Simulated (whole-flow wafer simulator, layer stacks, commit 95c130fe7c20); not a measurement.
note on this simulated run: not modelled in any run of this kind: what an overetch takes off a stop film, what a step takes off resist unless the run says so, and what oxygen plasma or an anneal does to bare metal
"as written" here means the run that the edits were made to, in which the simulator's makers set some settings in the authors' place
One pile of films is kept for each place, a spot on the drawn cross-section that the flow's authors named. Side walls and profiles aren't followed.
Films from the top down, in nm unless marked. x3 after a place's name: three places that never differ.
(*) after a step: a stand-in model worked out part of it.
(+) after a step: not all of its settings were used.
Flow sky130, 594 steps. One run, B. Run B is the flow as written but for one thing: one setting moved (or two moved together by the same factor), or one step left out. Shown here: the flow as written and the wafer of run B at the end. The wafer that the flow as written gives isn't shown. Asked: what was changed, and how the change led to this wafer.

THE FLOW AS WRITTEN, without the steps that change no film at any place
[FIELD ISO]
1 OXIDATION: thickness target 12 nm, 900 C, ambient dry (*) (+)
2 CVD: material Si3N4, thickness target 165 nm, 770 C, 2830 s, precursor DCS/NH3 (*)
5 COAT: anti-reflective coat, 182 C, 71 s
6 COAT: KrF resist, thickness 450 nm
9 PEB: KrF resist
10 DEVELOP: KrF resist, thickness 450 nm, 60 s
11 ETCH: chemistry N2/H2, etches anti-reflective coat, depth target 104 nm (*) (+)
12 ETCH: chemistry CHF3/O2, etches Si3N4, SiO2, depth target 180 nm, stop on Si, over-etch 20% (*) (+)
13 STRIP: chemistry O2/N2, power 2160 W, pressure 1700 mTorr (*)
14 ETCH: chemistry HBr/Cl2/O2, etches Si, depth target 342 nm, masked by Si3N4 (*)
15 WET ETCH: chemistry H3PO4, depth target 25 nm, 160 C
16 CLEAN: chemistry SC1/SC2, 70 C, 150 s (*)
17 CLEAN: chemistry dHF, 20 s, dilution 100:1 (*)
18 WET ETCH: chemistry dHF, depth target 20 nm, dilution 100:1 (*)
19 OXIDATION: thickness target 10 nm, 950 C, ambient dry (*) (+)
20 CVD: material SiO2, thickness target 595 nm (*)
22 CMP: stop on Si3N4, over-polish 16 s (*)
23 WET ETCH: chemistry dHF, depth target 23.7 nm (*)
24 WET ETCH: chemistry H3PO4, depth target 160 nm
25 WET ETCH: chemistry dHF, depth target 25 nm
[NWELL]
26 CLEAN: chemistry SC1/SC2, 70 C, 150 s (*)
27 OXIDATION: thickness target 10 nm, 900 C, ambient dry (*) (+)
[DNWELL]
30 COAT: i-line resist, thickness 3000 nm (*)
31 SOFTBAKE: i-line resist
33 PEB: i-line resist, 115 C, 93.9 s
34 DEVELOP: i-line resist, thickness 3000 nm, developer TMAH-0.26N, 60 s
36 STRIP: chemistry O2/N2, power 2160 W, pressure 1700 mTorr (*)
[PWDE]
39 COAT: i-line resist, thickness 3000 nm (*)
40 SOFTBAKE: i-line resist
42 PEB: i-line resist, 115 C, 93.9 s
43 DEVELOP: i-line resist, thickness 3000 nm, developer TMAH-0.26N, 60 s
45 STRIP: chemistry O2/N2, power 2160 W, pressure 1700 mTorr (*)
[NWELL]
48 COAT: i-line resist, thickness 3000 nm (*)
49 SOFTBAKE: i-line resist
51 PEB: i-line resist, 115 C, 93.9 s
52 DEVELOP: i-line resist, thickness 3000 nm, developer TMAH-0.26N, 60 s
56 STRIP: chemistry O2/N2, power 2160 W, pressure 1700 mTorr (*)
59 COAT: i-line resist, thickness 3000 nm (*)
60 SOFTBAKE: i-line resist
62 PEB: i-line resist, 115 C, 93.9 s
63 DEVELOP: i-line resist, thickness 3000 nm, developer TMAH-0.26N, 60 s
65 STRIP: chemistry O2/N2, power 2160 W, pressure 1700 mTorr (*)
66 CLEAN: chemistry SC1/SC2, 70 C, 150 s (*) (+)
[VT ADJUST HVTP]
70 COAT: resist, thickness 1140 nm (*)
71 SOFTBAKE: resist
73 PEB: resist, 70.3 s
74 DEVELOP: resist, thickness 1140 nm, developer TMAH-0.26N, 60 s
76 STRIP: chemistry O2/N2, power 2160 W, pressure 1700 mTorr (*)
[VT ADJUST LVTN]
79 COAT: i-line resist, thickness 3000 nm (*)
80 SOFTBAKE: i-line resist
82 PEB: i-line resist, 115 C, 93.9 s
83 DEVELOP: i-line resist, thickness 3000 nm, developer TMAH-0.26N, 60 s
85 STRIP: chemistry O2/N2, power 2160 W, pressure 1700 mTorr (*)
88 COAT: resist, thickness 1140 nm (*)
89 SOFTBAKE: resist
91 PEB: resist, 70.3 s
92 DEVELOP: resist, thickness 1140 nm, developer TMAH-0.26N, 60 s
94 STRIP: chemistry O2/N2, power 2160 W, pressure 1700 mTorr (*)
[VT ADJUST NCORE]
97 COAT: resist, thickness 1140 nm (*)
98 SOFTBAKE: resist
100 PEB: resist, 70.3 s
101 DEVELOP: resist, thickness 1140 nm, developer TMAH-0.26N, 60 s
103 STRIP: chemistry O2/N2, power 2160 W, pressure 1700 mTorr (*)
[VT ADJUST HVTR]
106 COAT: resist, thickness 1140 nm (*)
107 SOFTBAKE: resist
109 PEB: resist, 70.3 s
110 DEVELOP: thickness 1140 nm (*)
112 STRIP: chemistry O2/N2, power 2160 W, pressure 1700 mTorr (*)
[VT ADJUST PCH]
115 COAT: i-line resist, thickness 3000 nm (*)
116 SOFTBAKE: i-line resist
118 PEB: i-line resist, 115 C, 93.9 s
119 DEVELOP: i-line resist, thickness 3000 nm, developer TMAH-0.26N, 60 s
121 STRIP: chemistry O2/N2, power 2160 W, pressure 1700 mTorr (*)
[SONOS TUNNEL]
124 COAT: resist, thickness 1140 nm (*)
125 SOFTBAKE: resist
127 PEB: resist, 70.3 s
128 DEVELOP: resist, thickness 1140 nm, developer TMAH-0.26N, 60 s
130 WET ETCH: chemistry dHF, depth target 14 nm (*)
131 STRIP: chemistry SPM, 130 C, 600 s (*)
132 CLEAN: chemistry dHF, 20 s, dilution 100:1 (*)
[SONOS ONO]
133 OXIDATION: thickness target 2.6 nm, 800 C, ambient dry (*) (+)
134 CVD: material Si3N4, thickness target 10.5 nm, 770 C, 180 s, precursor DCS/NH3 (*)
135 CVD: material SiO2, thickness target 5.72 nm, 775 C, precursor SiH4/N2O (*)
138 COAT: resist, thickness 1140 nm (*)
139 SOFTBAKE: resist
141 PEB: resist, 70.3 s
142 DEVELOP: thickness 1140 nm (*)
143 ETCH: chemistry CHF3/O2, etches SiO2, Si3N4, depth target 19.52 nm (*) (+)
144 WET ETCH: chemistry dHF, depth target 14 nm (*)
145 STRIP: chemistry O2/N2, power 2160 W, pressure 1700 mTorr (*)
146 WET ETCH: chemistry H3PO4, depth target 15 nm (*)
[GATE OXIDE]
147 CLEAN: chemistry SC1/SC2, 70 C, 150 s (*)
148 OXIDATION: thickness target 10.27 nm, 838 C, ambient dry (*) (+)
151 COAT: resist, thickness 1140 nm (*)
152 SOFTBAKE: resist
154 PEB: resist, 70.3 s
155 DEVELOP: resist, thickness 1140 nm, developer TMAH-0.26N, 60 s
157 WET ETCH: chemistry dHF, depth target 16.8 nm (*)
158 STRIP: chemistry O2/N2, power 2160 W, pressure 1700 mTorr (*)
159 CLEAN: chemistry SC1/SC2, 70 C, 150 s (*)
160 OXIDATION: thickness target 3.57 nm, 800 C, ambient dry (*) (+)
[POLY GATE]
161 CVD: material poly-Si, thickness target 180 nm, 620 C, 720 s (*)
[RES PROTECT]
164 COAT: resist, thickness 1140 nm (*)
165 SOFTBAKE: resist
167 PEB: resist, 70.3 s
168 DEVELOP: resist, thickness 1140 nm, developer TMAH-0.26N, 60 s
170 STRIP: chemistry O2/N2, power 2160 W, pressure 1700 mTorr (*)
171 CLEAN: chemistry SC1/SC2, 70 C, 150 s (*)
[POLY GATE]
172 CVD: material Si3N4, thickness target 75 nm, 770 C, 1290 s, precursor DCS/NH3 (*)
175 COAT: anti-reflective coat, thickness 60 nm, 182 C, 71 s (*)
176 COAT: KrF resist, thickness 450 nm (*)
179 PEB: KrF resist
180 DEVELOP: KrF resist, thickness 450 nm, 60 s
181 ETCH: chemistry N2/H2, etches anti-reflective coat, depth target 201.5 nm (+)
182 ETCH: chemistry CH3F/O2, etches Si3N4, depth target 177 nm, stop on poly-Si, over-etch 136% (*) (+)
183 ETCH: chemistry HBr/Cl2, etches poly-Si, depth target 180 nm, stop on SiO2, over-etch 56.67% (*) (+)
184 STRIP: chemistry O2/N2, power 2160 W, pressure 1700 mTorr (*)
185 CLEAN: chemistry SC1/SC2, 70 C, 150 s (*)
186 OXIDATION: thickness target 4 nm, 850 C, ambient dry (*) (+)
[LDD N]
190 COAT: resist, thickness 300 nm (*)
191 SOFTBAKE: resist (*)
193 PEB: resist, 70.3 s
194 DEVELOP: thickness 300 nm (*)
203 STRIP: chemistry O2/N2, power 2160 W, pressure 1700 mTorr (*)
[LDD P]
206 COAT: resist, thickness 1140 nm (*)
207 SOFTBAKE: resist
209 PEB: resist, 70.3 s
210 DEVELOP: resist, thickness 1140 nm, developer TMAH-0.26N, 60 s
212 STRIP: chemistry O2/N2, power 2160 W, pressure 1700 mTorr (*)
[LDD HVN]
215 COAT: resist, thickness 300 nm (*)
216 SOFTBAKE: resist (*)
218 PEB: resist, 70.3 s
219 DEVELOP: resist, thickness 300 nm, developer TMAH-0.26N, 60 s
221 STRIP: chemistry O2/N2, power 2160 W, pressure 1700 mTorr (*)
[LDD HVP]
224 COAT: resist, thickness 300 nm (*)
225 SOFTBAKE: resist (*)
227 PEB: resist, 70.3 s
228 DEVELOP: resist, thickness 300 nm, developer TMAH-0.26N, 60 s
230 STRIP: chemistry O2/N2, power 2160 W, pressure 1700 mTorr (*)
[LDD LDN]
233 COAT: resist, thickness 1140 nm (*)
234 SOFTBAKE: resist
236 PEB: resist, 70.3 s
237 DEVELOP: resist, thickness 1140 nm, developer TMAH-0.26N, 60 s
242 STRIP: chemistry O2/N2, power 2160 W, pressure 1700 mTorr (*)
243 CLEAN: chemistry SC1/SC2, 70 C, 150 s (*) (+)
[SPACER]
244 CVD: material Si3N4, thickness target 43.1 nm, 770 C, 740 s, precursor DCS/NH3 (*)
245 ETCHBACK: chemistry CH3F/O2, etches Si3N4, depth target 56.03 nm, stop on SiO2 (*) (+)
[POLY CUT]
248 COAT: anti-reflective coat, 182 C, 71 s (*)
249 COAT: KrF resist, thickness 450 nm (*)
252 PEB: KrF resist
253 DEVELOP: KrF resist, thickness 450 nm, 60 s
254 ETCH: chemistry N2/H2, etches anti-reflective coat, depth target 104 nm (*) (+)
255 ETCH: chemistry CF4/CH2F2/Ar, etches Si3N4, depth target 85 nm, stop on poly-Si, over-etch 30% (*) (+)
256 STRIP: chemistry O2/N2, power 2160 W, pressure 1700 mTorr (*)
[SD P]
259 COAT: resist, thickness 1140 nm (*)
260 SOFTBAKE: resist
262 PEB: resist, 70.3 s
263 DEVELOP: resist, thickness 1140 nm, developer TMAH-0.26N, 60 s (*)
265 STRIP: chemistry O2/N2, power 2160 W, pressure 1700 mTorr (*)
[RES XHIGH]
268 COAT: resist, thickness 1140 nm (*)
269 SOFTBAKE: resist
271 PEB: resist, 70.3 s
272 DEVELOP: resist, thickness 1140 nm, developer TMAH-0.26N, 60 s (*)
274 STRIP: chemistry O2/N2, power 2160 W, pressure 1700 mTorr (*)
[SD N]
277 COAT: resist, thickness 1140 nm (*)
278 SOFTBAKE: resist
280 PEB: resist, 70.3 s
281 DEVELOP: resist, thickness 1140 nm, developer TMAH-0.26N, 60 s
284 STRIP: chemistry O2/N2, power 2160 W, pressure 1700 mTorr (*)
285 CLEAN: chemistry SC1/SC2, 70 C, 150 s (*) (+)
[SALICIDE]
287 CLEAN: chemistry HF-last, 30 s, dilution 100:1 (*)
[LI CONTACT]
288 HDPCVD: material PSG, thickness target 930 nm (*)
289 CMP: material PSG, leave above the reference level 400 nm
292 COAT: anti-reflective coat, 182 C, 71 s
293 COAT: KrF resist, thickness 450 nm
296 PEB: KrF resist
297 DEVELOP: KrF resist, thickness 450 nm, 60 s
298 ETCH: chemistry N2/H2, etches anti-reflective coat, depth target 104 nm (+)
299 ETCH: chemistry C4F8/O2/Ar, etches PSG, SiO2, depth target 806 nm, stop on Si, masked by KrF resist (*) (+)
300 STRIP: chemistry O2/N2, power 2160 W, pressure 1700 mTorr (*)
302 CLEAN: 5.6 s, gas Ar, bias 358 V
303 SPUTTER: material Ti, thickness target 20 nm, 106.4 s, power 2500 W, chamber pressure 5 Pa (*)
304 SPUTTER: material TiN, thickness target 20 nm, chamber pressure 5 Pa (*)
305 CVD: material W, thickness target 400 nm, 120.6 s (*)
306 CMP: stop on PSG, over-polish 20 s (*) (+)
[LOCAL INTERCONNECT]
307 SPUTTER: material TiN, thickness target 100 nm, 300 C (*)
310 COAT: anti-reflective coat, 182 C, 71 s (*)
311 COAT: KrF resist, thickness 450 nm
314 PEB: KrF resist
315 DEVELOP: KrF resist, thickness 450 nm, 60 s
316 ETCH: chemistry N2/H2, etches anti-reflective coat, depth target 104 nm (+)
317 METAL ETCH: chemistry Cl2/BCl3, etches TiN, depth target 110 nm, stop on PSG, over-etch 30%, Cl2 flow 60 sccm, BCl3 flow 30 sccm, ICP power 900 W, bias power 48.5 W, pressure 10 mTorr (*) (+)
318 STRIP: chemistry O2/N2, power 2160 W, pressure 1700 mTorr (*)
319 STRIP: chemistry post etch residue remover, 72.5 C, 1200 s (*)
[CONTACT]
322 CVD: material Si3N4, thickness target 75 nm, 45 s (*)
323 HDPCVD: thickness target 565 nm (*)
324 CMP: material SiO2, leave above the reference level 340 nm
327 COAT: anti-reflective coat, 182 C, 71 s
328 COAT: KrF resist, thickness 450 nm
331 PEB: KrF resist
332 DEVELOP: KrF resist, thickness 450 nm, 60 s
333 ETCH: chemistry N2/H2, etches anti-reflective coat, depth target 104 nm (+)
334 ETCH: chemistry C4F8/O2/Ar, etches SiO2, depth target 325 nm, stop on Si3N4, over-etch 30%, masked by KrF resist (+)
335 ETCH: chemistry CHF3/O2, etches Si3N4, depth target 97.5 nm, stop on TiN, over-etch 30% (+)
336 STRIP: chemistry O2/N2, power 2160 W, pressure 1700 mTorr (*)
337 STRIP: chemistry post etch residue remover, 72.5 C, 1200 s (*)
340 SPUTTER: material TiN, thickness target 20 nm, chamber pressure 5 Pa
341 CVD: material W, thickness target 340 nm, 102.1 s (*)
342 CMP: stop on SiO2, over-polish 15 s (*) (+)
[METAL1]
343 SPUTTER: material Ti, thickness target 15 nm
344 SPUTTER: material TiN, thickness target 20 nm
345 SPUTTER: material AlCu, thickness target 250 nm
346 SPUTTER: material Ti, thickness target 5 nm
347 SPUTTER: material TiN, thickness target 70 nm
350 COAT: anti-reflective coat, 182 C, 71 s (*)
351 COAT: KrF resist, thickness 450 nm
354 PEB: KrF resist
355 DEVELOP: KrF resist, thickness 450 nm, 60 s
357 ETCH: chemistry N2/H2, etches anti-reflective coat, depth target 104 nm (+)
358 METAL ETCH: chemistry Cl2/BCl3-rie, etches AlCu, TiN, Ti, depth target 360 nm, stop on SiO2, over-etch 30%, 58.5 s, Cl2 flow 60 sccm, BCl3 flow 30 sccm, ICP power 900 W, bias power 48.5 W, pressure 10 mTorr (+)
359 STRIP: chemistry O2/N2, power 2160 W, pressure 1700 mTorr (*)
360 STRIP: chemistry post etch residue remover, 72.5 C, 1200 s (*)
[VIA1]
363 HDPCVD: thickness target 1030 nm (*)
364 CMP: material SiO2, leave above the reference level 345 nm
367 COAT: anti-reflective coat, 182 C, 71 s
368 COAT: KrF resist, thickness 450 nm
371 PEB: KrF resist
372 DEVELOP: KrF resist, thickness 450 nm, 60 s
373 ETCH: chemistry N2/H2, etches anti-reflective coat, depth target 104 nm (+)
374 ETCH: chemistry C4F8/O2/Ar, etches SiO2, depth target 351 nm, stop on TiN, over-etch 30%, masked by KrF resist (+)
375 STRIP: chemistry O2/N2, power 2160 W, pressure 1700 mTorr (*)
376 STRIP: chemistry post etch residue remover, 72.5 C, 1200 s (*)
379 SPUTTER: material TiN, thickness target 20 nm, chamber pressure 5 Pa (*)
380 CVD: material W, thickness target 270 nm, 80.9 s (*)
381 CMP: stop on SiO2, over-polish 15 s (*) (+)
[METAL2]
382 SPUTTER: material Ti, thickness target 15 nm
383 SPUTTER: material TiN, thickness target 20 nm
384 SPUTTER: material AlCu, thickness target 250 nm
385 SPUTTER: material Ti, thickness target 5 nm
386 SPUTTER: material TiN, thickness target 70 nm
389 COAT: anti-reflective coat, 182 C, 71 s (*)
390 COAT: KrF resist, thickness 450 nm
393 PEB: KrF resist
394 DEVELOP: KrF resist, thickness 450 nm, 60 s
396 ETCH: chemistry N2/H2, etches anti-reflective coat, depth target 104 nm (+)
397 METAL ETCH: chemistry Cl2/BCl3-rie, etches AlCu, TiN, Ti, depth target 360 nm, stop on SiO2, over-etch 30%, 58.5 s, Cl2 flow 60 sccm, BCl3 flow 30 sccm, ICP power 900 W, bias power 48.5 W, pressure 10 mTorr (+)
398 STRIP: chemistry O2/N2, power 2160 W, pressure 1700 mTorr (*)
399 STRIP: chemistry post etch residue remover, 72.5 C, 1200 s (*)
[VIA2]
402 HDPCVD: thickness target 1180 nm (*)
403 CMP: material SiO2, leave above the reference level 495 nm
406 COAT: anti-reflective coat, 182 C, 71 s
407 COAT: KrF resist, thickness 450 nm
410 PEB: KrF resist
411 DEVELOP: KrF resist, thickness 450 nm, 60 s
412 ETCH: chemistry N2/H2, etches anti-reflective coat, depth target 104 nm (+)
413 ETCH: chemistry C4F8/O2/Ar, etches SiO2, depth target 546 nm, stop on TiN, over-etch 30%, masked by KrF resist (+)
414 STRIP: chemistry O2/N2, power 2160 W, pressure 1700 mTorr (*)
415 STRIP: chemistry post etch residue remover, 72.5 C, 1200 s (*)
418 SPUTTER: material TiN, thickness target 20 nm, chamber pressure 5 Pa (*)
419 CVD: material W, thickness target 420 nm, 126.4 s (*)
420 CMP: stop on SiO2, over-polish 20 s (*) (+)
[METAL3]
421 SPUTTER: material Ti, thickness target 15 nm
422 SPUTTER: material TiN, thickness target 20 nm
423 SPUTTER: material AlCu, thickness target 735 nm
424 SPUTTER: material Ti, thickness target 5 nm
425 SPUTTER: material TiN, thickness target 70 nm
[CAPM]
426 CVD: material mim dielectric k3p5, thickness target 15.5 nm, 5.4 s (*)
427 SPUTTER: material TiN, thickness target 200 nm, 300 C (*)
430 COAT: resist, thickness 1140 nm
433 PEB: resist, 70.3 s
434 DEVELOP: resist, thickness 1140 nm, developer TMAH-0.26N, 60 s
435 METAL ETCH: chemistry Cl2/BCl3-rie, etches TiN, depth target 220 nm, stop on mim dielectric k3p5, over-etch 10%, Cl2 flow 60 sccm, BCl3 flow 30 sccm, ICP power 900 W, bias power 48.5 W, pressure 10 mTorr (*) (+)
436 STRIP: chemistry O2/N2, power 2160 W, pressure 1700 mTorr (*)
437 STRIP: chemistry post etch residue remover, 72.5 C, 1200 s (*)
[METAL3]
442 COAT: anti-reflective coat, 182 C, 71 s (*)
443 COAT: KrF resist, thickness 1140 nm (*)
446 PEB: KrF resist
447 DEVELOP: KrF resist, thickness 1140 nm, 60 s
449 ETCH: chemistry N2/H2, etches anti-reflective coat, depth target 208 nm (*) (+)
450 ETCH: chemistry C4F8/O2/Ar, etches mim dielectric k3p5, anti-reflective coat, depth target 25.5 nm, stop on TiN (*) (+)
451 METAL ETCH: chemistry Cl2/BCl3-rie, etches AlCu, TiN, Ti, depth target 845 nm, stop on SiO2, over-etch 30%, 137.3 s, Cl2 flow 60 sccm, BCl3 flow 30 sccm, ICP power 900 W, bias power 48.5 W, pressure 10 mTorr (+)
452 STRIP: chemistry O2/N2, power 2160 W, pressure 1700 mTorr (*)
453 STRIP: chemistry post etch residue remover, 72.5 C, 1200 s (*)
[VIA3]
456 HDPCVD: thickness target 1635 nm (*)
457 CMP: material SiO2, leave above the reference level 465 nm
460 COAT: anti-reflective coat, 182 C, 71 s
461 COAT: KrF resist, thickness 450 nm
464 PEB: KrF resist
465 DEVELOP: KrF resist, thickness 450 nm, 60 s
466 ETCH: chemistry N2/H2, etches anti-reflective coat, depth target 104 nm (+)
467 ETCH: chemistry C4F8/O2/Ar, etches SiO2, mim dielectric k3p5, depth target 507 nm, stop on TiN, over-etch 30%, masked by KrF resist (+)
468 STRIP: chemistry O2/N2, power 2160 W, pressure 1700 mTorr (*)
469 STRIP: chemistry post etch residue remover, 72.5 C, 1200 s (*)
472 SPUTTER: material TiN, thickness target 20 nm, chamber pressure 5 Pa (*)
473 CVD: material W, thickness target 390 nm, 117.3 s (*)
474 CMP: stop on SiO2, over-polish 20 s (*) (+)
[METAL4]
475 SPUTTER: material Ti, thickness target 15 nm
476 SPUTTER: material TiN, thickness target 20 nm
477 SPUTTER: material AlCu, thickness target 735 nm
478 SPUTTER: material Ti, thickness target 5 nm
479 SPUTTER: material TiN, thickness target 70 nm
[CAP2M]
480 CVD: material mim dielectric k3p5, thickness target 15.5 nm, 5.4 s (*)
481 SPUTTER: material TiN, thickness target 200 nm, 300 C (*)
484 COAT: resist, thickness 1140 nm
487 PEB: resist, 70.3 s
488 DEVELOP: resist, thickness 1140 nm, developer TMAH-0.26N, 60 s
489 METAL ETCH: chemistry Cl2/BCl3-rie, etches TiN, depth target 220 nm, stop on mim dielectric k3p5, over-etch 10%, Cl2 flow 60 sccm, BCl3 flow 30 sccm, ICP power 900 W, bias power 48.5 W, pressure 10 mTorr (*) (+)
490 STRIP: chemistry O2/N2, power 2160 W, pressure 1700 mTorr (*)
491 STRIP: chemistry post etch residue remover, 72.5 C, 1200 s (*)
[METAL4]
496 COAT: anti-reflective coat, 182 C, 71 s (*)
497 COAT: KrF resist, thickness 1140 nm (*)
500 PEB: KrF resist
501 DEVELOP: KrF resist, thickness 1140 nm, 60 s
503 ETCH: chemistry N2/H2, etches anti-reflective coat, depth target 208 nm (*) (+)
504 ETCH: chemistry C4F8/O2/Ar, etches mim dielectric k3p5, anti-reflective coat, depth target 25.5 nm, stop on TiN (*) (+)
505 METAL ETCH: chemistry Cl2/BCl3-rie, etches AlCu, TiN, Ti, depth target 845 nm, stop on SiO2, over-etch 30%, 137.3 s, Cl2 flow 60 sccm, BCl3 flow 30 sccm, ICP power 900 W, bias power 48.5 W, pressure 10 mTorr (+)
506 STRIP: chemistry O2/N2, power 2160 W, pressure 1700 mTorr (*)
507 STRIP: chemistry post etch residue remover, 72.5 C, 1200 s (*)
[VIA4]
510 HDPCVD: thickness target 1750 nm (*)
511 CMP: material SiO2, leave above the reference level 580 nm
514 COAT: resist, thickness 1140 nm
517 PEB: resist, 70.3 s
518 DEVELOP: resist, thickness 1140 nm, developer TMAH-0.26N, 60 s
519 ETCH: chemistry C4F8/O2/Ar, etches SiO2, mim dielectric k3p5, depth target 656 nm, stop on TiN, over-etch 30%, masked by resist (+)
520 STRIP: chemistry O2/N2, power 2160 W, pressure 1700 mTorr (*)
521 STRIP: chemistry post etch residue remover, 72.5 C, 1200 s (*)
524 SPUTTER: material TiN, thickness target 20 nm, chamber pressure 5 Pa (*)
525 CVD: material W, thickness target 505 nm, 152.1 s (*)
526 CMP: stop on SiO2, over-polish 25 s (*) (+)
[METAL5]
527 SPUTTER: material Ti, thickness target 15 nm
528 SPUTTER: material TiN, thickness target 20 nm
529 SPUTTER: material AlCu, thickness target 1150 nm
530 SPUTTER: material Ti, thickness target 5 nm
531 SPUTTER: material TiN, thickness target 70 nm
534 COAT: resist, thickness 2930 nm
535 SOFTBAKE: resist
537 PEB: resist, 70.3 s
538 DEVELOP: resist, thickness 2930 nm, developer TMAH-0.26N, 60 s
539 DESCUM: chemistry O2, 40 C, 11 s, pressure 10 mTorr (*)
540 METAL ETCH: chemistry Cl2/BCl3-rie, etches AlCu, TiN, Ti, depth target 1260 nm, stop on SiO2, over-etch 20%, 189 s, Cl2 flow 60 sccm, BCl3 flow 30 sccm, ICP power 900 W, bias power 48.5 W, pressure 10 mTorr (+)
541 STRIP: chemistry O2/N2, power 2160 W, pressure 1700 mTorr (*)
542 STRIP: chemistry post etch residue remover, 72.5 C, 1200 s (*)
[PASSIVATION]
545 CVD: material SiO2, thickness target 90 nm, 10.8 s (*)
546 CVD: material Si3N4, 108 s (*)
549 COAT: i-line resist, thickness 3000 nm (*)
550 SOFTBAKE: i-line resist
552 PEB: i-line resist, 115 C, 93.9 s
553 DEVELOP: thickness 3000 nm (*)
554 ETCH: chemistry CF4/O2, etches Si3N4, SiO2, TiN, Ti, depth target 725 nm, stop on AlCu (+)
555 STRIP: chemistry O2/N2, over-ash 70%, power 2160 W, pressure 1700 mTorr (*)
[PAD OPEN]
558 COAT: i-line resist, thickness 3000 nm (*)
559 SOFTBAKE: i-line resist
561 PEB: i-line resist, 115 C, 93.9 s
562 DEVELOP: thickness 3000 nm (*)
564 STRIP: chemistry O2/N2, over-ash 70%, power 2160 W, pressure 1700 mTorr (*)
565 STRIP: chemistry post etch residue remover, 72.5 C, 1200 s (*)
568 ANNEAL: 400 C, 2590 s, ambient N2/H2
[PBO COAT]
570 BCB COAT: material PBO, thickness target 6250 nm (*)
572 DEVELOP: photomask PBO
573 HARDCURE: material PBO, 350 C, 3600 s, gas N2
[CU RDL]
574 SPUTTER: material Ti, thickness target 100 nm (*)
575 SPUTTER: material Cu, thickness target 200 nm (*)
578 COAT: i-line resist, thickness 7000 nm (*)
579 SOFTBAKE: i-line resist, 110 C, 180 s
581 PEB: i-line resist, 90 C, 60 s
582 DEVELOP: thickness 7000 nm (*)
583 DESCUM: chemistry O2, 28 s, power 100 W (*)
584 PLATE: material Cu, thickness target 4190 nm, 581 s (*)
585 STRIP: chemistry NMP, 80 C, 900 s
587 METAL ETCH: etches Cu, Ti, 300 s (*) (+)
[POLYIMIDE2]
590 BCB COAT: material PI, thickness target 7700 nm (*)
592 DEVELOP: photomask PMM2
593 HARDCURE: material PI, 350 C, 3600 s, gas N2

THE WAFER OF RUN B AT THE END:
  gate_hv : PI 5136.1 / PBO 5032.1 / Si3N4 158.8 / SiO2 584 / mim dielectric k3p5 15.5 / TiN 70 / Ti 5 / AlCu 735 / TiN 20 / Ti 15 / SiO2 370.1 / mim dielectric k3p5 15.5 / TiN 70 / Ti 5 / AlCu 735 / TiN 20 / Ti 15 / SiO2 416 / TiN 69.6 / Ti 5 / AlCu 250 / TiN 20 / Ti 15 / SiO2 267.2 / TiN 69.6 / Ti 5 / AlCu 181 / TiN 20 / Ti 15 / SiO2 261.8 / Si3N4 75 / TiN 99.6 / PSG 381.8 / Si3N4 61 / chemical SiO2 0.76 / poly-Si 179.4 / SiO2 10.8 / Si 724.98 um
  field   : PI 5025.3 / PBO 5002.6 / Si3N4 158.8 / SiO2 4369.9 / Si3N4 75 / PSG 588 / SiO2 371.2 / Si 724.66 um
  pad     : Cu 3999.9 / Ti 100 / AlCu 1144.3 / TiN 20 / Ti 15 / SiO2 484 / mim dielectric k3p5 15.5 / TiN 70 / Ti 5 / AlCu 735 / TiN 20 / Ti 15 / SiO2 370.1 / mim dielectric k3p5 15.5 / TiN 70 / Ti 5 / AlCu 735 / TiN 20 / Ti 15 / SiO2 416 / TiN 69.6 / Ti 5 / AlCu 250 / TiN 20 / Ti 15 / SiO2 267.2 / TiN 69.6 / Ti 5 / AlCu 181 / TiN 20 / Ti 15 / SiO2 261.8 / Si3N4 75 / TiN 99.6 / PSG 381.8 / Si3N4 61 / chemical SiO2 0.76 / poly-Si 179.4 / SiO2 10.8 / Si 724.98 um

The cause: step 345, SPUTTER: thickness target 181 nm was run, where the flow has thickness target 250 nm.
It can be read off the wafer: gate_hv has AlCu 181, and step 345 as written asks for 250 nm.

How the change led to this, step by step:
  345 SPUTTER: material AlCu, thickness target 250 nm
      field, active, n_well and 188 more: AlCu +181 (new film) (as written it would be: AlCu +250 (new film))
  358 METAL ETCH: chemistry Cl2/BCl3-rie, etches AlCu, TiN, Ti, depth target 360 nm, stop on SiO2, over-etch 30%, 58.5 s, Cl2 flow 60 sccm, BCl3 flow 30 sccm, ICP power 900 W, bias power 48.5 W, pressure 10 mTorr (+)
      field, active, gate and 81 more: TiN -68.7 (all of it), Ti -5 (all of it), AlCu -181 (all of it), TiN -20 (all of it), Ti -15 (all of it), SiO2 -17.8 (as written it would be: TiN -68.7 (all of it), Ti -5 (all of it), AlCu -250 (all of it), TiN -20 (all of it), Ti -15 (all of it), SiO2 -10.9)
  364 CMP: material SiO2, leave above the reference level 345 nm
      field, active, gate and 81 more: SiO2 -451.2 (as written it would be: SiO2 -389.1)
